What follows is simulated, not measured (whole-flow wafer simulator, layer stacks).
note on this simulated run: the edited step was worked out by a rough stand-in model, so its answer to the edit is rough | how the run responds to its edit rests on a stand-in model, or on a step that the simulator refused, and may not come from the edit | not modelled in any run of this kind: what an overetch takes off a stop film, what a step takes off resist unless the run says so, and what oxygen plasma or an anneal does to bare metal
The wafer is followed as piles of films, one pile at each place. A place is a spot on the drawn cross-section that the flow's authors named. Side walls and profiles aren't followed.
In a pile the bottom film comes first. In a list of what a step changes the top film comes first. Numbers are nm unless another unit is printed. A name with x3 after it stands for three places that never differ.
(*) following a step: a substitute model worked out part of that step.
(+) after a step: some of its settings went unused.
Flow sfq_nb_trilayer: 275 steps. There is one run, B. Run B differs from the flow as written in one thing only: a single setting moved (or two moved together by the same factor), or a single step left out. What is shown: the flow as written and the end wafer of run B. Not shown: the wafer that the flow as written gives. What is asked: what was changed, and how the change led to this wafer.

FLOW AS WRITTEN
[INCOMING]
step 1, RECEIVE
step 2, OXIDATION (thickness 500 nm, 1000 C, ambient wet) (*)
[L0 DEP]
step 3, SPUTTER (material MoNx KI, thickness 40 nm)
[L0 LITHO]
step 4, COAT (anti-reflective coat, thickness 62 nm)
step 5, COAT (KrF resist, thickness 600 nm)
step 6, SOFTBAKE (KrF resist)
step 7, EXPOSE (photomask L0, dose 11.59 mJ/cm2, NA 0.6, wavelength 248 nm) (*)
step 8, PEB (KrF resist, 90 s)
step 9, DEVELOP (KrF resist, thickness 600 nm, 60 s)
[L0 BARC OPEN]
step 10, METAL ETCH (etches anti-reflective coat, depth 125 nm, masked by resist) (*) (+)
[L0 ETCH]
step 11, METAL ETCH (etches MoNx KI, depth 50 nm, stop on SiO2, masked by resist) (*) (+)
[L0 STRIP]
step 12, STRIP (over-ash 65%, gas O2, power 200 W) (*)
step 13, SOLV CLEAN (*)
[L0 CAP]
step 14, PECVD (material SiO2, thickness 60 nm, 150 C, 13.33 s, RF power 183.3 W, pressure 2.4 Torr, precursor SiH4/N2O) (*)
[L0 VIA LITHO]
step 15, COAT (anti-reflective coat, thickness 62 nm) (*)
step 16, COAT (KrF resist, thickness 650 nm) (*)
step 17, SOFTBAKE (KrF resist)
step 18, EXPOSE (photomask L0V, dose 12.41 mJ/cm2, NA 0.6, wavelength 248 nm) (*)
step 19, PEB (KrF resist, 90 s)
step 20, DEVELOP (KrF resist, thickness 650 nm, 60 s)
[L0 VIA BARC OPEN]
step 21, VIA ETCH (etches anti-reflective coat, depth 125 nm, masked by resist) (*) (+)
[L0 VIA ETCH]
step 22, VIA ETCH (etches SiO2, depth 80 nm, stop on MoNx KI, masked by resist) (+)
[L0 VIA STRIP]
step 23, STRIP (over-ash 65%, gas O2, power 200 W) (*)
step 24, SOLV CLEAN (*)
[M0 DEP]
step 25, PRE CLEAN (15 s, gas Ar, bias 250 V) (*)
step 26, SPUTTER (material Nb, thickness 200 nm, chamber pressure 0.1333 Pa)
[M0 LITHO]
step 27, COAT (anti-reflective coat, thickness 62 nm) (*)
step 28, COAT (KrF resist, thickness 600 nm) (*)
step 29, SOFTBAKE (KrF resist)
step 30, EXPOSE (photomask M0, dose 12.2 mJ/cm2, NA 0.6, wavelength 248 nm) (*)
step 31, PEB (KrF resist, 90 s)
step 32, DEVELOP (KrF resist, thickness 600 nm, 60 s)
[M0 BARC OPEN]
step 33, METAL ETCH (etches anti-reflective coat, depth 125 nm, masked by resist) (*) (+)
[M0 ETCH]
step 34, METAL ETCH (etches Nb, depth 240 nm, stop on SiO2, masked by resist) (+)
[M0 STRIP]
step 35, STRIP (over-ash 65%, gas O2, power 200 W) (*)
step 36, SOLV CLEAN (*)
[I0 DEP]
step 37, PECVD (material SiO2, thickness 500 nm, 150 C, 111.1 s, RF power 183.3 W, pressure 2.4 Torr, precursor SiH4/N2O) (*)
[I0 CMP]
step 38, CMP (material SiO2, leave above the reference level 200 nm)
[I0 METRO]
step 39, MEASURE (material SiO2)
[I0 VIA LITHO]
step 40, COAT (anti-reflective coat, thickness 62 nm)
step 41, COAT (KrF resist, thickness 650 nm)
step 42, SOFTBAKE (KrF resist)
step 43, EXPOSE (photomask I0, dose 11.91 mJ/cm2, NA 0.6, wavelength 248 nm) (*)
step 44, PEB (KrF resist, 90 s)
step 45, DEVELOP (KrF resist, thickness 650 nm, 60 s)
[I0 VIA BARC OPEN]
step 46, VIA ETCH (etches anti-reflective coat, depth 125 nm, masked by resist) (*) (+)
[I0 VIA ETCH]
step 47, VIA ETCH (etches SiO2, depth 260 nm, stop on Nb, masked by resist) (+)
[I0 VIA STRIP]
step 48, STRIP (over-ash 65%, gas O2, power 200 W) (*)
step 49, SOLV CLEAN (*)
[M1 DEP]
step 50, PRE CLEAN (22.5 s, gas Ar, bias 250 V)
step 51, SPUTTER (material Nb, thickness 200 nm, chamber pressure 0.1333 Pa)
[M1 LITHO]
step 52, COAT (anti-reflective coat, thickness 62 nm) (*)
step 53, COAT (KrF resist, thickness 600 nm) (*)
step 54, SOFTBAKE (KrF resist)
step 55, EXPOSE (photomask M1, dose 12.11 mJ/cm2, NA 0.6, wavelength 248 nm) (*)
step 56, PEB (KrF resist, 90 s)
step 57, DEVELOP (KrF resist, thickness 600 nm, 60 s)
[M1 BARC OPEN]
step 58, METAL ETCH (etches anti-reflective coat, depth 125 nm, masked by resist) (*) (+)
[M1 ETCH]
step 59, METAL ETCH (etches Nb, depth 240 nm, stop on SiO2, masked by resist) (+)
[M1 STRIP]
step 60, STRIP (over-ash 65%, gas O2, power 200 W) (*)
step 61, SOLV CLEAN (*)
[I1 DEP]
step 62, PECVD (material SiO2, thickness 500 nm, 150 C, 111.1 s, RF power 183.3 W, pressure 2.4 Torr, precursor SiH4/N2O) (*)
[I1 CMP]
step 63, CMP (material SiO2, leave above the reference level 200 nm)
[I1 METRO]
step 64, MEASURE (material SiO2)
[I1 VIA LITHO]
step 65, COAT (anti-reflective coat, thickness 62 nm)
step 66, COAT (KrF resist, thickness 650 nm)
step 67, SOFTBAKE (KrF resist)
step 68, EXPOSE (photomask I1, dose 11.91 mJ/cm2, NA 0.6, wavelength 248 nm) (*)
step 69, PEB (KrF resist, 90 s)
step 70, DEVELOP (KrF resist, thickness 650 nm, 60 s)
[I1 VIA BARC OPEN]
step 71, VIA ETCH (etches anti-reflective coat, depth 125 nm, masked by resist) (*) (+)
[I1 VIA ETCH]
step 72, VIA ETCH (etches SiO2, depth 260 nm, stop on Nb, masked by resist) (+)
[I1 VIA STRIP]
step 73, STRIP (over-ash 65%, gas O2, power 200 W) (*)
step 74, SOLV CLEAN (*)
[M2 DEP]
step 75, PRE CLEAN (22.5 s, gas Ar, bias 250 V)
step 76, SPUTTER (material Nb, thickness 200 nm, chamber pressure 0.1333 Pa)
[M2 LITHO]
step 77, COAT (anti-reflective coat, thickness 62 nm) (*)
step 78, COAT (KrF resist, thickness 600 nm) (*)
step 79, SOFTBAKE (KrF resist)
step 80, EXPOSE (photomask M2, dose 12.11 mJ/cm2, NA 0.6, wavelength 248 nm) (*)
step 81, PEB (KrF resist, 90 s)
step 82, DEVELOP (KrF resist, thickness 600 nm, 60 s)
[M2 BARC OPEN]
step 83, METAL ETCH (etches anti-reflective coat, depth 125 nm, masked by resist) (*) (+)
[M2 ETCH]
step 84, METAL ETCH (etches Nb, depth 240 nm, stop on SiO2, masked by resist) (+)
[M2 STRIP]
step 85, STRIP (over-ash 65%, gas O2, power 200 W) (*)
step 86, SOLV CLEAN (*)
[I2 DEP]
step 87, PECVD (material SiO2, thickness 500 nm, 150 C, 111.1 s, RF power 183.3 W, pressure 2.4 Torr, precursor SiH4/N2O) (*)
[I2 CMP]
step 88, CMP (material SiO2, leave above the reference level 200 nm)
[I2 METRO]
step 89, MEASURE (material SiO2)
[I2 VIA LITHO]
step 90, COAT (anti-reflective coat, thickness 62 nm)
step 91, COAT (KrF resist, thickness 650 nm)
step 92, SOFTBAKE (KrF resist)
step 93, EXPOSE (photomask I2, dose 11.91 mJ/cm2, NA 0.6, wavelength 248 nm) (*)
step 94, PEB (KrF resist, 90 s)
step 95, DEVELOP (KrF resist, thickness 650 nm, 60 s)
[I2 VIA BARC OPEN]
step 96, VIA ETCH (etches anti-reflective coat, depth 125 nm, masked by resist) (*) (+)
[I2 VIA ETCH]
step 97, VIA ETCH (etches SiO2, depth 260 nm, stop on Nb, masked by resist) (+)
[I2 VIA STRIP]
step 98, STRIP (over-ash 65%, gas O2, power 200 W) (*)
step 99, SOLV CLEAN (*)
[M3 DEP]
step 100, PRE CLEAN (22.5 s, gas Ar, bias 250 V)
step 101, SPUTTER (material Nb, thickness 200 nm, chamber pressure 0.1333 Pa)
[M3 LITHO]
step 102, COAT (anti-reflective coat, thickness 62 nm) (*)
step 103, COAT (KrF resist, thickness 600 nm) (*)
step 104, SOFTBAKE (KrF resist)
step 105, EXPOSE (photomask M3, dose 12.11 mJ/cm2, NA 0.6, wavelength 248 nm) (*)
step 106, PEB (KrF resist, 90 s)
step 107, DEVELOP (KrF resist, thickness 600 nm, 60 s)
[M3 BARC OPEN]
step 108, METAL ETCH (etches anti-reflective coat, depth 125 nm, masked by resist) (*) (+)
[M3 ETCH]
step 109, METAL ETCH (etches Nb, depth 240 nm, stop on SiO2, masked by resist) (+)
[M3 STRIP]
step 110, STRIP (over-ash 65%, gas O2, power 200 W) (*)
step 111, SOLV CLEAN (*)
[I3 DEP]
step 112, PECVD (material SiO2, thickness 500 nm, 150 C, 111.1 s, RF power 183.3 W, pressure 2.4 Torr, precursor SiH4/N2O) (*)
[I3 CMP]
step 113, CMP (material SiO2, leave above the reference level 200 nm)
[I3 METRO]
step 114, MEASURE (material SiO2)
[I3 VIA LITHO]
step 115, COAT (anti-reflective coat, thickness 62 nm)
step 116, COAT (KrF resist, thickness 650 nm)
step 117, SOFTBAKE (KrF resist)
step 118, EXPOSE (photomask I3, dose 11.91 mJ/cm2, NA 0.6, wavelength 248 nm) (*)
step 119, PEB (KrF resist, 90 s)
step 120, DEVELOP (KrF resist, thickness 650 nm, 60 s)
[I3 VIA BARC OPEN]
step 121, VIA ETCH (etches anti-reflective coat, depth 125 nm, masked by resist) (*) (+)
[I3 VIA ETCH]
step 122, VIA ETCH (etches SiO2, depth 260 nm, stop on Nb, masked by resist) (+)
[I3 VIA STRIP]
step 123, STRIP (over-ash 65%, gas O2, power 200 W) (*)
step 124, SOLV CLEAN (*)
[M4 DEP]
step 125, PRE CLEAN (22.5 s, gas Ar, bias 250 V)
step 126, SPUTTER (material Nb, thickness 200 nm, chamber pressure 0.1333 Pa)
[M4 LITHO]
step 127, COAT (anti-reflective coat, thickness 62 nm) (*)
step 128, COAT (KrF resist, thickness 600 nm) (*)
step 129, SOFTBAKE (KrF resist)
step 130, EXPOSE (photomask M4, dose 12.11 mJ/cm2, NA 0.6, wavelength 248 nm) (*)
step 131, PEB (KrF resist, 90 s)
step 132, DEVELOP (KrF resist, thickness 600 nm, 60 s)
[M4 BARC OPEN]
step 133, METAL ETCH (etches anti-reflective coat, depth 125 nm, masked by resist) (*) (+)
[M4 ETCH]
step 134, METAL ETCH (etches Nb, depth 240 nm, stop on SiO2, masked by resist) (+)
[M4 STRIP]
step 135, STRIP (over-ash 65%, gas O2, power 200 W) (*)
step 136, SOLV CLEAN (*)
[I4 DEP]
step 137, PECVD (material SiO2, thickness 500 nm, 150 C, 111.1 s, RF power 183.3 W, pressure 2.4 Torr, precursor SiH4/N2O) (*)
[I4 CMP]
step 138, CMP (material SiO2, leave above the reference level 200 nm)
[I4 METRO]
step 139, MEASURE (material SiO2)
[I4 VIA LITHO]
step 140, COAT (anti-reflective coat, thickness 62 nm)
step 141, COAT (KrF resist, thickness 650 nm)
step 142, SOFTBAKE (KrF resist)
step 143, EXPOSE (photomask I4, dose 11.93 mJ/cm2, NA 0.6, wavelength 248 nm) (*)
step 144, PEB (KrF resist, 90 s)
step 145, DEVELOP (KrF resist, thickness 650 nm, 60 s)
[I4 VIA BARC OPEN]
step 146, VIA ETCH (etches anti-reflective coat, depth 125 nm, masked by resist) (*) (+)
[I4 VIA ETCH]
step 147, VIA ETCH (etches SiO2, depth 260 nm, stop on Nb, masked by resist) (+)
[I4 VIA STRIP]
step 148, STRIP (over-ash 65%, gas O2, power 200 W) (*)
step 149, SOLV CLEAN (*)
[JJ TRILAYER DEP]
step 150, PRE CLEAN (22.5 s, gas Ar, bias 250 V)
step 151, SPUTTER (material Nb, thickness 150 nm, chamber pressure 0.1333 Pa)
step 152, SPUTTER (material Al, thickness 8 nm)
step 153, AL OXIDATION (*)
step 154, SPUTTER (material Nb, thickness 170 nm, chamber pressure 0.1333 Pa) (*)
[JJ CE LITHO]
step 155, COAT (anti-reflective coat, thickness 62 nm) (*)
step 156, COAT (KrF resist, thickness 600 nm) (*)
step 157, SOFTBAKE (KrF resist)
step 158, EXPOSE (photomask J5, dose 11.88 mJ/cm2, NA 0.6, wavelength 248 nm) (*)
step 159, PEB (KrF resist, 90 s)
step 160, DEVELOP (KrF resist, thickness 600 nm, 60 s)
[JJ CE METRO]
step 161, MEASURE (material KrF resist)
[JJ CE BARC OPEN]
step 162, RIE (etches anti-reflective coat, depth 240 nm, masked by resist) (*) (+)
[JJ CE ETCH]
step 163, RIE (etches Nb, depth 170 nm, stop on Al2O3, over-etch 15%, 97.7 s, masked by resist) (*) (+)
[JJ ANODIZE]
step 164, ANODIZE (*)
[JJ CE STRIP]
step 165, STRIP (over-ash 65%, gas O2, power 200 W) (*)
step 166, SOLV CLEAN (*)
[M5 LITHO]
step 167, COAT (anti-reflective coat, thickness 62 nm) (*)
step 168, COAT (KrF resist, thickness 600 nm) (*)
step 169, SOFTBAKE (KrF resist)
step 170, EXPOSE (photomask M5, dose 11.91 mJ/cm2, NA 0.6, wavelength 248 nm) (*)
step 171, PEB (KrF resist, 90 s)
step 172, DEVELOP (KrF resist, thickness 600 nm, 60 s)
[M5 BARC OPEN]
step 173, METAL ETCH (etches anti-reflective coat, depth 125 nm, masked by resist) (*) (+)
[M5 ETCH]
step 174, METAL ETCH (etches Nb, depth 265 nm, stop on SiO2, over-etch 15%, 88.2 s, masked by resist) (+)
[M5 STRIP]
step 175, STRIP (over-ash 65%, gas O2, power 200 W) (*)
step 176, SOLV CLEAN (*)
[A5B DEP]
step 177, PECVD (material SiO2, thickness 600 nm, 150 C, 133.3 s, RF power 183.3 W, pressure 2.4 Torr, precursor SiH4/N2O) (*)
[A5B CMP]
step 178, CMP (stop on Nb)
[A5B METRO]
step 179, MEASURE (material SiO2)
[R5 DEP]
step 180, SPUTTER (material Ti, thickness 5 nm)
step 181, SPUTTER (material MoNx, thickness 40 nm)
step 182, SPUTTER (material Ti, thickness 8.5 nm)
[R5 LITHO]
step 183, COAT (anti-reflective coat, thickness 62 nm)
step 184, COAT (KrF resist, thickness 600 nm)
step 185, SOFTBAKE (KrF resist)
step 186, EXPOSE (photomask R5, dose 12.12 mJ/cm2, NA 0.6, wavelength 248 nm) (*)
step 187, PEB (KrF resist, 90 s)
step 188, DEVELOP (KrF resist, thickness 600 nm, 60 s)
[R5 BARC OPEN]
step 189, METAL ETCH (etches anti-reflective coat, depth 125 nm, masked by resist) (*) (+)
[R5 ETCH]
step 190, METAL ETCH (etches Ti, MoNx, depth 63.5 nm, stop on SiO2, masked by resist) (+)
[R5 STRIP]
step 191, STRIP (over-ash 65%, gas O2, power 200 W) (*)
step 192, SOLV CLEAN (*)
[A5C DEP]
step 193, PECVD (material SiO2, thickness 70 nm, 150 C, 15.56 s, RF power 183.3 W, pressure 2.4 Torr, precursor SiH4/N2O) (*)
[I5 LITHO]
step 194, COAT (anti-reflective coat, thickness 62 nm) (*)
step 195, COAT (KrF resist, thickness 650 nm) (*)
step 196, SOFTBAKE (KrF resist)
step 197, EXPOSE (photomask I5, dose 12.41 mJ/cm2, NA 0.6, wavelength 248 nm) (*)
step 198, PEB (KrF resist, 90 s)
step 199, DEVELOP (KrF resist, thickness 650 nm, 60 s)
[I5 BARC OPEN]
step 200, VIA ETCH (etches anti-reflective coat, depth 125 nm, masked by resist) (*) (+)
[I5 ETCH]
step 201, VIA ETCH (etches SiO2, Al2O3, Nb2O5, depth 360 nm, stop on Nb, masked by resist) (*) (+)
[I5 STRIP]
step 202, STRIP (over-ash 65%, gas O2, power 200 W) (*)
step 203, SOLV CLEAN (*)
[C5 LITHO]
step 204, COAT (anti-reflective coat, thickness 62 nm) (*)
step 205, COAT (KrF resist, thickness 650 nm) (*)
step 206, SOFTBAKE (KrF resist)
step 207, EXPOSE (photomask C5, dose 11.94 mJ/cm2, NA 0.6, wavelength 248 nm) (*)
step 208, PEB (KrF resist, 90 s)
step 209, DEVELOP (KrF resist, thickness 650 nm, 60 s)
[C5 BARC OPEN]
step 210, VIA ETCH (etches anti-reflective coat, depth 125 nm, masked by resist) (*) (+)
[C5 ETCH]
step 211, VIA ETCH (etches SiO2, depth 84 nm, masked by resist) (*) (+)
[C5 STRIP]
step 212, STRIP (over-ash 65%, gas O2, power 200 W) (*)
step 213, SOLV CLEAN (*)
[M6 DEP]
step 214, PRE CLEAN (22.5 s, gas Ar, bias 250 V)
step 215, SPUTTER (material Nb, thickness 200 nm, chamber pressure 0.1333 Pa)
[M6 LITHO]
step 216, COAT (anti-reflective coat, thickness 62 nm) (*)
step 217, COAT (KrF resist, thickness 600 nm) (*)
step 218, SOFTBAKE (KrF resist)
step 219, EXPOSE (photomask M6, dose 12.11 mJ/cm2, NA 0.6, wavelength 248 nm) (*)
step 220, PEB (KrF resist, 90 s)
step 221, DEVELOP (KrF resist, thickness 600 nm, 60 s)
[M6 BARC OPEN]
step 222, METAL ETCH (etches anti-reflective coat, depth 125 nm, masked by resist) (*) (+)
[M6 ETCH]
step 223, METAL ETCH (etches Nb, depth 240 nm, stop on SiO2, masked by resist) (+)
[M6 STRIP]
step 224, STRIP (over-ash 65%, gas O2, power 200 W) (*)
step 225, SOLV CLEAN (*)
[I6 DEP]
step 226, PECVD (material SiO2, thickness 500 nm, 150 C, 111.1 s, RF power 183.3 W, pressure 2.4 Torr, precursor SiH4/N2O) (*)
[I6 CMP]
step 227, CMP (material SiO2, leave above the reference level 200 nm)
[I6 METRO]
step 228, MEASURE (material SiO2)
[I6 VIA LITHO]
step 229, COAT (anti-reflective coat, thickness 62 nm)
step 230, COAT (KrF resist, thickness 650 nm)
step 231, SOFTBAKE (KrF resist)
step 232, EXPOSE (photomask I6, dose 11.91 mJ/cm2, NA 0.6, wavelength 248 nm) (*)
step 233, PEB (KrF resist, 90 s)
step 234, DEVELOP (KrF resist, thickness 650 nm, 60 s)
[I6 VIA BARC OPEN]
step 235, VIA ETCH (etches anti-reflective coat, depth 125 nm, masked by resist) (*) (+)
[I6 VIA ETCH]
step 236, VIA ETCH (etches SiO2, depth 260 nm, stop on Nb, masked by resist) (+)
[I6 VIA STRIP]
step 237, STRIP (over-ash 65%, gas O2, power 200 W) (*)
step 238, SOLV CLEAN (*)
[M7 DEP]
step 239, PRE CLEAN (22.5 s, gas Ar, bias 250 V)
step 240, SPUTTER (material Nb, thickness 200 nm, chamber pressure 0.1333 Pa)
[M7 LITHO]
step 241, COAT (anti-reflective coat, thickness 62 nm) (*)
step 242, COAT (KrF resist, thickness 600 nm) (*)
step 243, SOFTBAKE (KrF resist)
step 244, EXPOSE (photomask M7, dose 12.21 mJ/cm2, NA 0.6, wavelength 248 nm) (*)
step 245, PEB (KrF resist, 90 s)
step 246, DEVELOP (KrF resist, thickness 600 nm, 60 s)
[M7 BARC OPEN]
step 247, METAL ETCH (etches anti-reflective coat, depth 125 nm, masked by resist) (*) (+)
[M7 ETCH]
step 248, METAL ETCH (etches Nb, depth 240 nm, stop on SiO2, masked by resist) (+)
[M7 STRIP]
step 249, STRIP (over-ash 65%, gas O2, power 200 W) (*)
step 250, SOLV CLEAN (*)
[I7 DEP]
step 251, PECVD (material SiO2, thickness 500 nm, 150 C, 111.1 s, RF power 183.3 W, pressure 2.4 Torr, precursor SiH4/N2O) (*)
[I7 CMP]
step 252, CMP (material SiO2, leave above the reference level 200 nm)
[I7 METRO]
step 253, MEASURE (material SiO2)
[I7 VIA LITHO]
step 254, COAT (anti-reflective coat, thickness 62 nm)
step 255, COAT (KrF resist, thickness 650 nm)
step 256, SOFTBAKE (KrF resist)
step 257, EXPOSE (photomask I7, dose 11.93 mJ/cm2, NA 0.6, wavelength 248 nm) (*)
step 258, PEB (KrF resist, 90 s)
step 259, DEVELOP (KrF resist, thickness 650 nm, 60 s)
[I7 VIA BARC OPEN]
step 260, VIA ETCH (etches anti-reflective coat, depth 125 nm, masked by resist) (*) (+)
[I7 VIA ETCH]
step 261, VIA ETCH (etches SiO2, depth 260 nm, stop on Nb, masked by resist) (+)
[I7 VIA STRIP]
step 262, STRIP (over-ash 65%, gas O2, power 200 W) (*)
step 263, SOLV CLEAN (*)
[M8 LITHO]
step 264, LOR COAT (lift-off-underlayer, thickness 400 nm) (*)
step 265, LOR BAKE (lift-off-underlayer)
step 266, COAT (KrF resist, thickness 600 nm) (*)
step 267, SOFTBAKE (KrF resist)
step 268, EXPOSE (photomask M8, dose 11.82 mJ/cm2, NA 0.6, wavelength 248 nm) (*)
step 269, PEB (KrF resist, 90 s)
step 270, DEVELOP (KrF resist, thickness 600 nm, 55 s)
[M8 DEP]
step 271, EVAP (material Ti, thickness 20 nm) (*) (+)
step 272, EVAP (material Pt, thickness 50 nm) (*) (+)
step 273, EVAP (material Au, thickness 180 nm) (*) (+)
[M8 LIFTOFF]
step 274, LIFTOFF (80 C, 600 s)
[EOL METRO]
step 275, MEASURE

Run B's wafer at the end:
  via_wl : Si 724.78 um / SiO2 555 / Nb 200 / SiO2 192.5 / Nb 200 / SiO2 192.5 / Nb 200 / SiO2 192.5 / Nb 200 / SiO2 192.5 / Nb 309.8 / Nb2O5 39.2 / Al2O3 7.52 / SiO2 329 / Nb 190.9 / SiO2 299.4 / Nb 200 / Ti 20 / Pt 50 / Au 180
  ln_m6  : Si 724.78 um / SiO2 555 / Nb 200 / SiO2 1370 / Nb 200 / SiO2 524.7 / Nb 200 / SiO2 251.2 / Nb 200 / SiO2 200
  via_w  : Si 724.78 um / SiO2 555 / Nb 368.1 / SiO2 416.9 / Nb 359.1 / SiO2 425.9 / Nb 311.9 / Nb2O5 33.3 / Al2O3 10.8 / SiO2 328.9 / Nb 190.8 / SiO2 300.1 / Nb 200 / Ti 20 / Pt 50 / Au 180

What caused this: step 177, PECVD: thickness 282 nm was run, though the flow has thickness 600 nm; step 177, PECVD: 62.67 s was run, where the flow has 133.3 s.

The path from the change to this, step by step:
  step 177, PECVD (material SiO2, thickness 600 nm, 150 C, 133.3 s, RF power 183.3 W, pressure 2.4 Torr, precursor SiH4/N2O) (*)
      v_sur, via_sp, via_v and 47 more: +282 SiO2 (new film) (as written it would have been: +600 SiO2 (new film))
      field_l, p4_fl, p4_fm and 39 more: +282 SiO2 (as written it would have been: +600 SiO2)
      (and at 14 other places as well)
  step 178, CMP (stop on Nb)
      field_l, p4_fl, p4_fm and 39 more: nothing (as written it would have been: -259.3 SiO2)
      r_sur, res, r_end, moat, field_r, lsp_l: nothing (as written it would have been: -252.3 SiO2)
      (and at 58 other places as well)
  step 180, SPUTTER (material Ti, thickness 5 nm)
      via_wl, via_wr: +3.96 Ti (new film) (as written it would have been: +5 Ti (new film))
  step 181, SPUTTER (material MoNx, thickness 40 nm)
      via_wl, via_wr: +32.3 MoNx (new film) (as written it would have been: +40 MoNx (new film))
      r_sur: +37.7 MoNx (new film) (as written it would have been: +40 MoNx (new film))
      (and at 1 other place as well)
  step 182, SPUTTER (material Ti, thickness 8.5 nm)
      via_wl, via_wr: +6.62 Ti (new film) (as written it would have been: +8.5 Ti (new film))
      r_sur: +7.94 Ti (new film) (as written it would have been: +8.5 Ti (new film))
  step 183, COAT (anti-reflective coat, thickness 62 nm)
      be, jj_sur, ce_l: +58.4 anti-reflective coat (new film) (as written it would have been: +62 anti-reflective coat (new film))
      ce_r, wl_j_sl, wl_jj: +58.2 anti-reflective coat (new film) (as written it would have been: +62 anti-reflective coat (new film))
      (and at 52 other places as well)
  step 184, COAT (KrF resist, thickness 600 nm)
      be_sur, gap: +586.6 KrF resist (new film) (as written it would have been: +600 KrF resist (new film))
      m5r_line_l, m5r_line_r: +580.5 KrF resist (new film) (as written it would have been: +600 KrF resist (new film))
      (and at 24 other places as well)
  step 188, DEVELOP (KrF resist, thickness 600 nm, 60 s)
      ln_m5, wl_e_m5: -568 KrF resist (all of it) (as written it would have been: -598.7 KrF resist (all of it))
      m5r_line_l, m5r_line_r: -579.3 KrF resist (all of it) (as written it would have been: -598.7 KrF resist (all of it))
      (and at 22 other places as well)
  step 189, METAL ETCH (etches anti-reflective coat, depth 125 nm, masked by resist) (*) (+)
      be_r, r_sur, res, r_end, r5r_line_l, r5r_line_c, r5r_line_r: -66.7 KrF resist (as written it would have been: -51.7 KrF resist)
      be, jj_sur, ce_l: -58.4 anti-reflective coat (all of it) (as written it would have been: -62 anti-reflective coat (all of it))
      (and at 51 other places as well)
  step 190, METAL ETCH (etches Ti, MoNx, depth 63.5 nm, stop on SiO2, masked by resist) (+)
      via_wl, via_wr: -6.62 Ti (all of it), -32.3 MoNx (all of it), -3.96 Ti (all of it) (as written it would have been: -8.5 Ti (all of it), -40 MoNx (all of it), -5 Ti (all of it))
      lsp_l: -8.22 Ti (all of it), -38.9 MoNx (all of it), -4.84 Ti (all of it) (as written it would have been: -8.5 Ti (all of it), -40 MoNx (all of it), -5 Ti (all of it))
  step 191, STRIP (over-ash 65%, gas O2, power 200 W) (*)
      r5r_line_l, r5r_line_c, r5r_line_r: -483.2 KrF resist (all of it), -62 anti-reflective coat (all of it) (as written it would have been: -498.2 KrF resist (all of it), -62 anti-reflective coat (all of it))
      be_r: -463.4 KrF resist (all of it), -54.2 anti-reflective coat (all of it) (as written it would have been: -498.2 KrF resist (all of it), -62 anti-reflective coat (all of it))
      (and at 3 other places as well)
  step 194, COAT (anti-reflective coat, thickness 62 nm) (*)
      wl_c_m6, wl_c_sr, wl_d_m1: +63.5 anti-reflective coat (new film) (as written it would have been: +62 anti-reflective coat (new film))
      be_sur, gap: +59 anti-reflective coat (new film) (as written it would have been: +62.4 anti-reflective coat (new film))
      (and at 53 other places as well)
  step 195, COAT (KrF resist, thickness 650 nm) (*)
      m5r_line_l, m5r_line_r: +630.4 KrF resist (new film) (as written it would have been: +650 KrF resist (new film))
      m5r_space_l, m5r_space_r: +664.4 KrF resist (new film) (as written it would have been: +650 KrF resist (new film))
      (and at 24 other places as well)
  step 199, DEVELOP (KrF resist, thickness 650 nm, 60 s)
      be: -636 KrF resist (all of it) (as written it would have been: -649.8 KrF resist (all of it))
  step 200, VIA ETCH (etches anti-reflective coat, depth 125 nm, masked by resist) (*) (+)
      field_l, v_sur, via_wl and 102 more: -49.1 KrF resist (as written it would have been: -52 KrF resist)
      be: -58.9 anti-reflective coat (all of it), -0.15 SiO2 (as written it would have been: -62.4 anti-reflective coat (all of it), -0.16 SiO2)
  step 202, STRIP (over-ash 65%, gas O2, power 200 W) (*)
      wl_b_sr, wl_e_sr: -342 KrF resist (all of it), -67.5 anti-reflective coat (all of it) (as written it would have been: -333 KrF resist (all of it), -62 anti-reflective coat (all of it))
      m5r_line_l, m5r_line_r: -316.5 KrF resist (all of it), -53.7 anti-reflective coat (all of it) (as written it would have been: -333.1 KrF resist (all of it), -62 anti-reflective coat (all of it))
      (and at 59 other places as well)
  ... 13 further steps ...
  step 227, CMP (material SiO2, leave above the reference level 200 nm)
      field_l, p4_fl, p4_fm and 35 more: -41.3 SiO2 (as written it would have been: -100 SiO2)
      ln_m6, wl_a_m6, wl_c_m6, wl_f_m6: -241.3 SiO2 (as written it would have been: -300 SiO2)
      (and at 15 other places as well)
